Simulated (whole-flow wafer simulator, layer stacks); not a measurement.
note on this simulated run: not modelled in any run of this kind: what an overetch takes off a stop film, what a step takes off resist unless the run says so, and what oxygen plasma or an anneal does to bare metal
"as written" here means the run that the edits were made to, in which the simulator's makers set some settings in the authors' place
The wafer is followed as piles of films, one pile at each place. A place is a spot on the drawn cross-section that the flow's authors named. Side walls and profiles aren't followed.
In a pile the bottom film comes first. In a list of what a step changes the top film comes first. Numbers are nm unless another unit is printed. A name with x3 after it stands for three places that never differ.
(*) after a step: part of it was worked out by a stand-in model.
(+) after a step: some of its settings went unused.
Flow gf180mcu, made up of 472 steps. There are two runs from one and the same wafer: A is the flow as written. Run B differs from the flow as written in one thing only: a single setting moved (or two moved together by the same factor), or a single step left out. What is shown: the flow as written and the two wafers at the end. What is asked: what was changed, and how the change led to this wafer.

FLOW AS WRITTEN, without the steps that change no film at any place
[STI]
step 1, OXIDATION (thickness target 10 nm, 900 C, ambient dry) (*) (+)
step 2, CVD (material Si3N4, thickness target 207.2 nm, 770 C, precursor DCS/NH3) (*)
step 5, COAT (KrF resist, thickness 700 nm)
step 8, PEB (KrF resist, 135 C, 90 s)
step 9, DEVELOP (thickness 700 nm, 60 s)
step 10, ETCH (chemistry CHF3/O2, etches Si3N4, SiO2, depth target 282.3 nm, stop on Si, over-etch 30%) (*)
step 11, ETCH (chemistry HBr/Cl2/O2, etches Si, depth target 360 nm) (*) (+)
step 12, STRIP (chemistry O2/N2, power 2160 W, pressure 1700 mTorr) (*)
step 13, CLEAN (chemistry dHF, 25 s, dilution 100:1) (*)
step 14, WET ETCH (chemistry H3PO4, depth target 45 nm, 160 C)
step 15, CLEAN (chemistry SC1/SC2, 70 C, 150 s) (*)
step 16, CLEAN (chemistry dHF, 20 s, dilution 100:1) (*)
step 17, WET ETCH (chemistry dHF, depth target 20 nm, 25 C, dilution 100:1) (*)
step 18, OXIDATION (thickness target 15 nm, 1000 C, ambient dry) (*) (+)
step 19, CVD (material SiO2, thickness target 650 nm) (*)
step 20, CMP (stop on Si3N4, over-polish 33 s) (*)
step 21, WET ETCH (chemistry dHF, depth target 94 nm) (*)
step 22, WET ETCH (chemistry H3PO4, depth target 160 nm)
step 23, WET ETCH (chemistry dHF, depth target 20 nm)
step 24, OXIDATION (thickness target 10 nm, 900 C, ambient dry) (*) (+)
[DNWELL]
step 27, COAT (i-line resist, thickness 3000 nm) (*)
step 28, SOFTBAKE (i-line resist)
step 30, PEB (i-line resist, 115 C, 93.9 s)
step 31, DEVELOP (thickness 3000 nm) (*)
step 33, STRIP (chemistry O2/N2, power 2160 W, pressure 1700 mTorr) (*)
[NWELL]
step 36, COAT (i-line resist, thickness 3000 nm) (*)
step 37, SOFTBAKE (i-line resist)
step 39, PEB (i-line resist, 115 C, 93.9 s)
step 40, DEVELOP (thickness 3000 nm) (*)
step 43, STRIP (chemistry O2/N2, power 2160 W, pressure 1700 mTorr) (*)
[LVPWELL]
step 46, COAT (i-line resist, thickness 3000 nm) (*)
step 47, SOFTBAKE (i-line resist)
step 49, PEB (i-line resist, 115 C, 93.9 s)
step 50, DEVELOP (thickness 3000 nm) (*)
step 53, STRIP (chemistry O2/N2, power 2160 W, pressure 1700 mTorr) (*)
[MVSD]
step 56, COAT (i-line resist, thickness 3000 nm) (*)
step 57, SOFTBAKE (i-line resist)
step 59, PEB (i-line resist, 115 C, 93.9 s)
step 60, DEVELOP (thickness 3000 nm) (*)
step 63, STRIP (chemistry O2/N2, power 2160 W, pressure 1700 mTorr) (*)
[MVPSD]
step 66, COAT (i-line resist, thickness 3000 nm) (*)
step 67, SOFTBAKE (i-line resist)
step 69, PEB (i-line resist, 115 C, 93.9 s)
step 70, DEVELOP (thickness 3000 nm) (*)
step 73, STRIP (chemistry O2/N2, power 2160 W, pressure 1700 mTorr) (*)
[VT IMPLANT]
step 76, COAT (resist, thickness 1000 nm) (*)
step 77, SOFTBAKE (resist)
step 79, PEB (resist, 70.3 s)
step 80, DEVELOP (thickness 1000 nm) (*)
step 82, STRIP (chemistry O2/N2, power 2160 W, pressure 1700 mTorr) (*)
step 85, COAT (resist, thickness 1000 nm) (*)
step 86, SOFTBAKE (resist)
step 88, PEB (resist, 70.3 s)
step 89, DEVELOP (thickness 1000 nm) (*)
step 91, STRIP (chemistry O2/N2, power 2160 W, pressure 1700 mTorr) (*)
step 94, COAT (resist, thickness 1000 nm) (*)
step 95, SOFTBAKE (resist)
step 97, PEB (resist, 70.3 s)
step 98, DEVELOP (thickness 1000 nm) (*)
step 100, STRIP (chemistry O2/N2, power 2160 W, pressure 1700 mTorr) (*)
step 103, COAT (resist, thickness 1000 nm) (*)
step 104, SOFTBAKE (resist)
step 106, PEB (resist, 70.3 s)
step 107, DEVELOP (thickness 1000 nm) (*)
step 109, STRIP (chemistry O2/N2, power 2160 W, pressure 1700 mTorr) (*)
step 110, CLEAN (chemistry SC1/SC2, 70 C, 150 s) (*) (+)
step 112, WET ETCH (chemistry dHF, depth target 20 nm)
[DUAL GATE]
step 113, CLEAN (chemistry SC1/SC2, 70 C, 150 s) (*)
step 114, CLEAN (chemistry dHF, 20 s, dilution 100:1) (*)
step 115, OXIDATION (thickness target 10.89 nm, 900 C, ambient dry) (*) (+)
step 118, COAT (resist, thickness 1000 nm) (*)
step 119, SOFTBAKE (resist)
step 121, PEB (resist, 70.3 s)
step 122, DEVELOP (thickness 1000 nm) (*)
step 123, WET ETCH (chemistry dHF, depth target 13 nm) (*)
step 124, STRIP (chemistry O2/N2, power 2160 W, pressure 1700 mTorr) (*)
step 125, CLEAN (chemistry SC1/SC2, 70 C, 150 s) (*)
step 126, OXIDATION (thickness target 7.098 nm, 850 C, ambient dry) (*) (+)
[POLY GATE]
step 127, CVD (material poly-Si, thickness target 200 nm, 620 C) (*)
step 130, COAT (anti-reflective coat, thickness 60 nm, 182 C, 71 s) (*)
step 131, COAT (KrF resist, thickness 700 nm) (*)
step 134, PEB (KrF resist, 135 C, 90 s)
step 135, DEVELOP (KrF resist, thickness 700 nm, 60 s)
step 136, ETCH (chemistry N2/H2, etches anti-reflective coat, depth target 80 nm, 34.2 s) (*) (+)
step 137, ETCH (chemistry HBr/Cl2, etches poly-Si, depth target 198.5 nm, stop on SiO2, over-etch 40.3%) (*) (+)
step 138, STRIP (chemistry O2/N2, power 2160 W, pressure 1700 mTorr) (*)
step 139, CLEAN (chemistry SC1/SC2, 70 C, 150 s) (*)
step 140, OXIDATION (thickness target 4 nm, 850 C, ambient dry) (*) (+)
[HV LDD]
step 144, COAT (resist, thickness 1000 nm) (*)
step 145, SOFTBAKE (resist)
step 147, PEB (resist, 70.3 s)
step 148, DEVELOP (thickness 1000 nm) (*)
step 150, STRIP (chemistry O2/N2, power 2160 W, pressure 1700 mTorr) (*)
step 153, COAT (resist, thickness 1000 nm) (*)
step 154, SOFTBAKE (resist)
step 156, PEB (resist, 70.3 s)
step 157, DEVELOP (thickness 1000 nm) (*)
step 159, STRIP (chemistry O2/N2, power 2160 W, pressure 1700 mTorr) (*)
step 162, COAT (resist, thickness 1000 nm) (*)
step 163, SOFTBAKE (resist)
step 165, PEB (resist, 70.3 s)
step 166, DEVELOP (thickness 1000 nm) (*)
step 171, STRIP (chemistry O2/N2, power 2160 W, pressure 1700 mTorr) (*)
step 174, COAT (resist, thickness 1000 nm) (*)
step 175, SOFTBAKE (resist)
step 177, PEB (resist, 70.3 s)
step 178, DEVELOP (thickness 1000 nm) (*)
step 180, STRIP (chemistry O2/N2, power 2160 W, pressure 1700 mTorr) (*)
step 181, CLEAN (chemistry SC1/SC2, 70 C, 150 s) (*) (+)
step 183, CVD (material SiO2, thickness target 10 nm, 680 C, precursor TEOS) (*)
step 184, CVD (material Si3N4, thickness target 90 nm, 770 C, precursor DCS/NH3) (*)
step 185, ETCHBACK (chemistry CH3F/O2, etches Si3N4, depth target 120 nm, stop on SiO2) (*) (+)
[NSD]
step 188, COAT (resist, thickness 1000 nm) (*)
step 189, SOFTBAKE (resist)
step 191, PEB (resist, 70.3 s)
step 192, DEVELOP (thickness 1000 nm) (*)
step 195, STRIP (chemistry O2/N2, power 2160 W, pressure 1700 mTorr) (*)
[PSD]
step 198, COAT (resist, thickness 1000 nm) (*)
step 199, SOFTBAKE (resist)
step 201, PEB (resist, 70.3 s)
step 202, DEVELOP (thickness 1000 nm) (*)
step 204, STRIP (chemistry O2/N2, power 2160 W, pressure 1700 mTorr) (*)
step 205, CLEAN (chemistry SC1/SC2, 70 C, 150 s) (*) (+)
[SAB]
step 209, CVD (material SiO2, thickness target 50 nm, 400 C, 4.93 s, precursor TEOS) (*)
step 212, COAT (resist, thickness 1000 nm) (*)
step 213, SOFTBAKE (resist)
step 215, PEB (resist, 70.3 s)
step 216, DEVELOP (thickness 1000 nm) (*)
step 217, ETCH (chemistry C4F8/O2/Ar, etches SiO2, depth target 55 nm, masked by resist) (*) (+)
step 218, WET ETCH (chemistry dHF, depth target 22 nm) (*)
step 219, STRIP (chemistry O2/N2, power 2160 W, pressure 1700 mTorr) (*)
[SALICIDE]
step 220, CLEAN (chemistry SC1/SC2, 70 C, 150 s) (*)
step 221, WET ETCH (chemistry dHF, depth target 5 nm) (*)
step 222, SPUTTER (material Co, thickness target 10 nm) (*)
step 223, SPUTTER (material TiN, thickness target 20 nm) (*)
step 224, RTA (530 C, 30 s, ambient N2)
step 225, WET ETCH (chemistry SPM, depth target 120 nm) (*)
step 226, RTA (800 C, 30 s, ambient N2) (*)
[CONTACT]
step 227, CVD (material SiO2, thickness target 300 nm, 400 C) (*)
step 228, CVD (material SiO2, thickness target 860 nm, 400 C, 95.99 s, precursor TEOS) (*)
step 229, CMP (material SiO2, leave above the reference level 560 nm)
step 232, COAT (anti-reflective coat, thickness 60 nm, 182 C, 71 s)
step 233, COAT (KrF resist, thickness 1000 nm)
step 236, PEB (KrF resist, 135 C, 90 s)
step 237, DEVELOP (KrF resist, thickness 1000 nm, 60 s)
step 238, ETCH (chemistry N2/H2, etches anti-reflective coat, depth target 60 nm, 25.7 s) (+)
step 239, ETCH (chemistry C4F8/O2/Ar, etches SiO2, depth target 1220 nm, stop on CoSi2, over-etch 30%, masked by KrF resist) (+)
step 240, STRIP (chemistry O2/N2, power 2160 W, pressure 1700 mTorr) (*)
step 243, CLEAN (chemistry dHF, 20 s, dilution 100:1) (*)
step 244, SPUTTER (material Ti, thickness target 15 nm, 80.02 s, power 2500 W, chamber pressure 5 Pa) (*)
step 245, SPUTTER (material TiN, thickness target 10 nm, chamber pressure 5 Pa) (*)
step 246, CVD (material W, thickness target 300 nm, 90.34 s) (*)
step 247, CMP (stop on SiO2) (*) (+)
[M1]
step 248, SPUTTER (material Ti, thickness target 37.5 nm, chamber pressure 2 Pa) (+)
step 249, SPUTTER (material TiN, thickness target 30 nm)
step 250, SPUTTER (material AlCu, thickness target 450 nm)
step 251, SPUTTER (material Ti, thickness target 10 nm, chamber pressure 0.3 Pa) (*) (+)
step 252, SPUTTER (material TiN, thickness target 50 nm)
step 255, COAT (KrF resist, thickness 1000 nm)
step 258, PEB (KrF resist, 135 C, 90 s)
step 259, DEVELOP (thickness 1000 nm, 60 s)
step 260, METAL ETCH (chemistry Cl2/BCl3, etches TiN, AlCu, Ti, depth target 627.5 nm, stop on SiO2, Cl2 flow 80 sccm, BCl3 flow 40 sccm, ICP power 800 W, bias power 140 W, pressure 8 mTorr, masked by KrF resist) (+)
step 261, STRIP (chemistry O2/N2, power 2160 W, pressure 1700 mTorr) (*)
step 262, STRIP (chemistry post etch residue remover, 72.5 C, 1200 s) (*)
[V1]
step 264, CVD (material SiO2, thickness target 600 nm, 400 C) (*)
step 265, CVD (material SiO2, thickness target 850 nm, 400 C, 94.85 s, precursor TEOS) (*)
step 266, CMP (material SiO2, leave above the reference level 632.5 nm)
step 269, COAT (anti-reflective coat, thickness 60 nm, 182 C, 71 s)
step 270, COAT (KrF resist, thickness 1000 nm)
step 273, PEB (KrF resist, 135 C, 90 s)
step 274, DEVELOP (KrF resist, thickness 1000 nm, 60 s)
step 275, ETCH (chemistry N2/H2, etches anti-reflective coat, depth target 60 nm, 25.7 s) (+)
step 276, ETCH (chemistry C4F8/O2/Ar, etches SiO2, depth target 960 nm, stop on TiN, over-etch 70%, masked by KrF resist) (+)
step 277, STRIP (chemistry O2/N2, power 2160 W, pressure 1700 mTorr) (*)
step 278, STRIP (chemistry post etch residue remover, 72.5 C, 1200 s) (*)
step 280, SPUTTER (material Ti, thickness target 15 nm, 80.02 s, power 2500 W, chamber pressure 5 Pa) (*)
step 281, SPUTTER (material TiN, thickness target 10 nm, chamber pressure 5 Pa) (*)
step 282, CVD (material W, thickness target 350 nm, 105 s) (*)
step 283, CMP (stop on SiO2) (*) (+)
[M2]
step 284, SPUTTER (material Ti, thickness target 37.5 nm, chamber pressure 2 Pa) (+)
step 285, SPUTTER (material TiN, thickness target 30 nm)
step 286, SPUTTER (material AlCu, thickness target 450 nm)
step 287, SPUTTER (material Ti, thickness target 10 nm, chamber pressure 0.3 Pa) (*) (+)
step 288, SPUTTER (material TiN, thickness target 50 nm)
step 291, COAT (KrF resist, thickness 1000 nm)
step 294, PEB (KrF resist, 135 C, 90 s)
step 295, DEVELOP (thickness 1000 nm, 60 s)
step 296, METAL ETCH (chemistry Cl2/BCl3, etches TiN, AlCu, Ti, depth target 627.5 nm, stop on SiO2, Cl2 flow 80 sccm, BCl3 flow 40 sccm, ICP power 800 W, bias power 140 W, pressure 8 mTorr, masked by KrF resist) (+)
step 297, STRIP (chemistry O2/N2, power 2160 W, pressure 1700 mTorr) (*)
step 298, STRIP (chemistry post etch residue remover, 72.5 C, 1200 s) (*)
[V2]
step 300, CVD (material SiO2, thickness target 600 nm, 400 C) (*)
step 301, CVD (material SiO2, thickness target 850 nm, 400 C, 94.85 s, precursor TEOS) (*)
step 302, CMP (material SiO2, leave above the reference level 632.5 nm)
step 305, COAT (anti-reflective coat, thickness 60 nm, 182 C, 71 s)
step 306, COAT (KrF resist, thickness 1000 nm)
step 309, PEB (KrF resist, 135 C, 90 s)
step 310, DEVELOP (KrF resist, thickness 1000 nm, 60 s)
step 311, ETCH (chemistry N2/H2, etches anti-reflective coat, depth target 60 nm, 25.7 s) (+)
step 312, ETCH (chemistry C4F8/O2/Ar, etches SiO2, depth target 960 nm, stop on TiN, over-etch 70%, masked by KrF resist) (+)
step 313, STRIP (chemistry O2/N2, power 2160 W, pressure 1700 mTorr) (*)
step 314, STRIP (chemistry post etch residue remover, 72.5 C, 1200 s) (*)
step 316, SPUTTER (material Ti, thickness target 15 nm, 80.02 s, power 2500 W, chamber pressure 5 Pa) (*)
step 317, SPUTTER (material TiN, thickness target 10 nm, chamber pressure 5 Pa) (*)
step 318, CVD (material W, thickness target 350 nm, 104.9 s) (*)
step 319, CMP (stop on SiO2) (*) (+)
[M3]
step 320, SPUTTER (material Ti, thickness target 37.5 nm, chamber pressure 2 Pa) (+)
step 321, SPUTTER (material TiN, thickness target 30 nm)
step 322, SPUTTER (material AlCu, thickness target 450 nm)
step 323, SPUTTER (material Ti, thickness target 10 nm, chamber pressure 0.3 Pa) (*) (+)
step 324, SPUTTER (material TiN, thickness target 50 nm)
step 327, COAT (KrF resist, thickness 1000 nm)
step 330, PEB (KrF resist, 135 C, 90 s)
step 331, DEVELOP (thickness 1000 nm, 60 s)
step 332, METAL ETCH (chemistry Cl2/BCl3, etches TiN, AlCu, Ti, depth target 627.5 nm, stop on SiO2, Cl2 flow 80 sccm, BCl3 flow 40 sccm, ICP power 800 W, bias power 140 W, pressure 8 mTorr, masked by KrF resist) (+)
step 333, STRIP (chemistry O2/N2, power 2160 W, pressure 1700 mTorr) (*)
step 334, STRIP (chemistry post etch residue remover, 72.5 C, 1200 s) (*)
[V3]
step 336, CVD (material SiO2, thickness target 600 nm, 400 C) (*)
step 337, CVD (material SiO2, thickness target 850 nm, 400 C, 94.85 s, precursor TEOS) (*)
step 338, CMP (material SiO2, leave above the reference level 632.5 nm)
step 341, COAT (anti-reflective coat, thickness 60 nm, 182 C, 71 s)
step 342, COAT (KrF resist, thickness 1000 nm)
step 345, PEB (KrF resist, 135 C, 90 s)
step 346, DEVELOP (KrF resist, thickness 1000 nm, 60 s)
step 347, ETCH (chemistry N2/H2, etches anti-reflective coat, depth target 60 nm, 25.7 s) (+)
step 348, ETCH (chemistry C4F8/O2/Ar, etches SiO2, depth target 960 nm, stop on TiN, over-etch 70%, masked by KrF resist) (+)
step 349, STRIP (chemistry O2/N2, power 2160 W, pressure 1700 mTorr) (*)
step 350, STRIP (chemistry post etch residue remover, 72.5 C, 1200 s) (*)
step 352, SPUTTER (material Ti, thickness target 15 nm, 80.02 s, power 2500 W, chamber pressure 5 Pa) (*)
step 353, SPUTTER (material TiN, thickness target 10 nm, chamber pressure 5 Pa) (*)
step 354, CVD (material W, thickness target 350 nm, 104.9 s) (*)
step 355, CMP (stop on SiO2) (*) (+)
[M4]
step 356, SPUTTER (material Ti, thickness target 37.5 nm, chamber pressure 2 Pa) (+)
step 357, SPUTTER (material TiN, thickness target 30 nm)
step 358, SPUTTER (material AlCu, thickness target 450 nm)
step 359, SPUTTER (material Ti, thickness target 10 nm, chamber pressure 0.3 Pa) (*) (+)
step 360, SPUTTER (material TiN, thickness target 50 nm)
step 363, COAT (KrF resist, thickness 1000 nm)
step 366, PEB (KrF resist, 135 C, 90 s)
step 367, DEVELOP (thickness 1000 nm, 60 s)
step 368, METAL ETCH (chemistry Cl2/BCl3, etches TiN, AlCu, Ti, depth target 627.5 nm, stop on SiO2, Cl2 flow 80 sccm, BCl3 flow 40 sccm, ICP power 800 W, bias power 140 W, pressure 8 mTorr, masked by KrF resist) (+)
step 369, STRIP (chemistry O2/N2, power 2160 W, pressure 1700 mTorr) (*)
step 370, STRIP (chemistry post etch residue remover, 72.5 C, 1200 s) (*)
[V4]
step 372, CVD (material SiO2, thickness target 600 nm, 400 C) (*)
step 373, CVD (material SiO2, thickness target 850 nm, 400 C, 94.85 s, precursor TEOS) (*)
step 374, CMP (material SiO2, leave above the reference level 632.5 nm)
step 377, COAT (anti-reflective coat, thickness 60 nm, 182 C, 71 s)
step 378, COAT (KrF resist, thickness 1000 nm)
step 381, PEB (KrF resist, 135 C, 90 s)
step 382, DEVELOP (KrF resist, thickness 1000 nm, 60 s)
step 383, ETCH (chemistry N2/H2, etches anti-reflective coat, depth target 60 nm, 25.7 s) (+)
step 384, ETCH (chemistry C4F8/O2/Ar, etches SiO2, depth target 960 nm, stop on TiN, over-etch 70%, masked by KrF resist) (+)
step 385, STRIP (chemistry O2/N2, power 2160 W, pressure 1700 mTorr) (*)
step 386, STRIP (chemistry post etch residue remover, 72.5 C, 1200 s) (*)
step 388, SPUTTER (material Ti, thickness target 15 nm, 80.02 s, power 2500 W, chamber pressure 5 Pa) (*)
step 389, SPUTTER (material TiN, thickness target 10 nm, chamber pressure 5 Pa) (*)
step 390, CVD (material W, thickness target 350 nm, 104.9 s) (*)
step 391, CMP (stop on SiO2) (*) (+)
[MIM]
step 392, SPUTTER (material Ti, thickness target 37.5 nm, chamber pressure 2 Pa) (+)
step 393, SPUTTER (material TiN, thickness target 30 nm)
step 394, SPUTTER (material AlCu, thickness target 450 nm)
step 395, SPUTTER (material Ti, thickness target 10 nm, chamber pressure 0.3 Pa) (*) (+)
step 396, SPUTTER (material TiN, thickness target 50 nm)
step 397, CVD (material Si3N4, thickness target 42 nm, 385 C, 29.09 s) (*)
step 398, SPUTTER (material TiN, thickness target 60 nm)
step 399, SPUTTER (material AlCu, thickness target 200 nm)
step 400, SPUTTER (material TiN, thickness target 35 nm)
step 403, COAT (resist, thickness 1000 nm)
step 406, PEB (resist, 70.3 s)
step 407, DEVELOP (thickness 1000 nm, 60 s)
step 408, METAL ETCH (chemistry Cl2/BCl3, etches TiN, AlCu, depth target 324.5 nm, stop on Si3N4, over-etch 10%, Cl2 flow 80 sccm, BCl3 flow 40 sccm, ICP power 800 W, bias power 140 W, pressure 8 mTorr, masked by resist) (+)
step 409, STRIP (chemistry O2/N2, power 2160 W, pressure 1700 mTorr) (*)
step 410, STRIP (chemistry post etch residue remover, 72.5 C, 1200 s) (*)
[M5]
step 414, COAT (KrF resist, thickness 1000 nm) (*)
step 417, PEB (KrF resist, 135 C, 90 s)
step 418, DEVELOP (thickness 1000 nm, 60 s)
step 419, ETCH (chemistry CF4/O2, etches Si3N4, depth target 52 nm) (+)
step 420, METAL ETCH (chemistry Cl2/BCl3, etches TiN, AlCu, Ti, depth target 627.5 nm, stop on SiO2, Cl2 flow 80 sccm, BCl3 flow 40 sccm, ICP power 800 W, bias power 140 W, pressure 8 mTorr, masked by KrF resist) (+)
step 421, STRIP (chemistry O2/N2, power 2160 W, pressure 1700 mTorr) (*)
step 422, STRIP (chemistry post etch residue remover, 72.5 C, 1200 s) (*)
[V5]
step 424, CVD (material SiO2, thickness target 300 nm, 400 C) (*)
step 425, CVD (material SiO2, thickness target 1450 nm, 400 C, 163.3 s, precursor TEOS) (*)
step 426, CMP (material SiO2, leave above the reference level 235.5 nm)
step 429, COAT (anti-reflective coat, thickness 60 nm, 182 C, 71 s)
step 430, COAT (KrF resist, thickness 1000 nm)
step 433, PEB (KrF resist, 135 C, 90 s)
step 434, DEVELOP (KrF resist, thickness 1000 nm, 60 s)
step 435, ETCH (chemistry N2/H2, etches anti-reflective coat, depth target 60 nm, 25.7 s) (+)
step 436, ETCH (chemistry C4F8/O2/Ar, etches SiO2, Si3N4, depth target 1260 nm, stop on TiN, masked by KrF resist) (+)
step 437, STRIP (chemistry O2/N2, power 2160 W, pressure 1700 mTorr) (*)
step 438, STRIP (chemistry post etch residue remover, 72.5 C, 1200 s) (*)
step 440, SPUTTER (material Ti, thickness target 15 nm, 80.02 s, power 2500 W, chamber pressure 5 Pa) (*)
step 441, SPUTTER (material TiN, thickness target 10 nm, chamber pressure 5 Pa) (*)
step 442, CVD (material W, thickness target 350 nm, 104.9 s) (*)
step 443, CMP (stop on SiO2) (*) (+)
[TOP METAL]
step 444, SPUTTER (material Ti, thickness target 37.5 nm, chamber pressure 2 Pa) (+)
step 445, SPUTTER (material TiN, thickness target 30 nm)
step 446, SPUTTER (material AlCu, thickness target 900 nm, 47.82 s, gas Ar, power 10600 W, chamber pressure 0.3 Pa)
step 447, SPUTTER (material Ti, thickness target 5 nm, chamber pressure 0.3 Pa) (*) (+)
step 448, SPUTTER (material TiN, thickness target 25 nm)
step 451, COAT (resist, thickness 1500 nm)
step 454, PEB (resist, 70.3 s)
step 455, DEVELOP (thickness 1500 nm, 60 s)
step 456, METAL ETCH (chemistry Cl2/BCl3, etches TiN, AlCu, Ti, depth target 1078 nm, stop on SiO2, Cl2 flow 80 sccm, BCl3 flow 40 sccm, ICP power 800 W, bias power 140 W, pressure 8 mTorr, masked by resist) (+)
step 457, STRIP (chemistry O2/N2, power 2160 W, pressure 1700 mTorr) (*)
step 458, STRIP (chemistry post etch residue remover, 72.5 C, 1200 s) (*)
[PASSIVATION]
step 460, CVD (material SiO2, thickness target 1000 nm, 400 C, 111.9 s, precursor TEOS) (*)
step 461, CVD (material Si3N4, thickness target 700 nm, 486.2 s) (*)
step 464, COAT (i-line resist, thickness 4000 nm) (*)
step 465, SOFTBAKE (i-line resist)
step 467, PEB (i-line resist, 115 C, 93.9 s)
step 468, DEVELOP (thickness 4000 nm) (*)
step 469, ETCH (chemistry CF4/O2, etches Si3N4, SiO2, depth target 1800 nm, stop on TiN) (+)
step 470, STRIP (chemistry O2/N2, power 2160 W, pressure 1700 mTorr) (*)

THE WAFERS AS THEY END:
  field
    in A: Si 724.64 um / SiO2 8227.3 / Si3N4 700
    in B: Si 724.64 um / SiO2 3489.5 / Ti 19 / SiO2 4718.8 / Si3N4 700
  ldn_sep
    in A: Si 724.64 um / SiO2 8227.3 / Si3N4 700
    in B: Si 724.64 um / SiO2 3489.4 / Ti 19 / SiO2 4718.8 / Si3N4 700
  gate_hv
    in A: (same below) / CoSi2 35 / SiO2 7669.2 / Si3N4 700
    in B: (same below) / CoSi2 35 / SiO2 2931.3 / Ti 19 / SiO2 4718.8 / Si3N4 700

What caused this: step 332, METAL ETCH: depth target 558.5 nm was run, while the flow as written has depth target 627.5 nm.

Step by step, how the change led to this:
  step 332, METAL ETCH (chemistry Cl2/BCl3, etches TiN, AlCu, Ti, depth target 627.5 nm, stop on SiO2, Cl2 flow 80 sccm, BCl3 flow 40 sccm, ICP power 800 W, bias power 140 W, pressure 8 mTorr, masked by KrF resist) (+)
      field, field__w1, field__w2 and 103 more: A -50 TiN (all of it), -10 Ti (all of it), -450 AlCu (all of it), -30 TiN (all of it), -37.5 Ti (all of it) | B -50 TiN (all of it), -10 Ti (all of it), -450 AlCu (all of it), -30 TiN (all of it), -18.5 Ti
      field__w8, contact, m1, m1__w1, m1_nw: A -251 KrF resist | B -223.4 KrF resist
  step 333, STRIP (chemistry O2/N2, power 2160 W, pressure 1700 mTorr) (*)
      field__w8, contact, m1, m1__w1, m1_nw: A -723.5 KrF resist (all of it) | B -751.1 KrF resist (all of it)
  step 336, CVD (material SiO2, thickness target 600 nm, 400 C) (*)
      field, field__w1, field__w2 and 103 more: A +600 SiO2 | B +600 SiO2 (new film)
  step 338, CMP (material SiO2, leave above the reference level 632.5 nm)
      field, field__w1, field__w2 and 103 more: A -300 SiO2 | B -319 SiO2
With metal films that touch counted as one body, field has 1 body; the flow as written gives 0 bodies.
With metal films that touch counted as one body, ldn_sep has 1 body; the flow as written gives 0 bodies.
With metal films that touch counted as one body, gate_hv has 2 bodies (between them, from the top down: SiO2 2931.3); the flow as written gives 1 body.
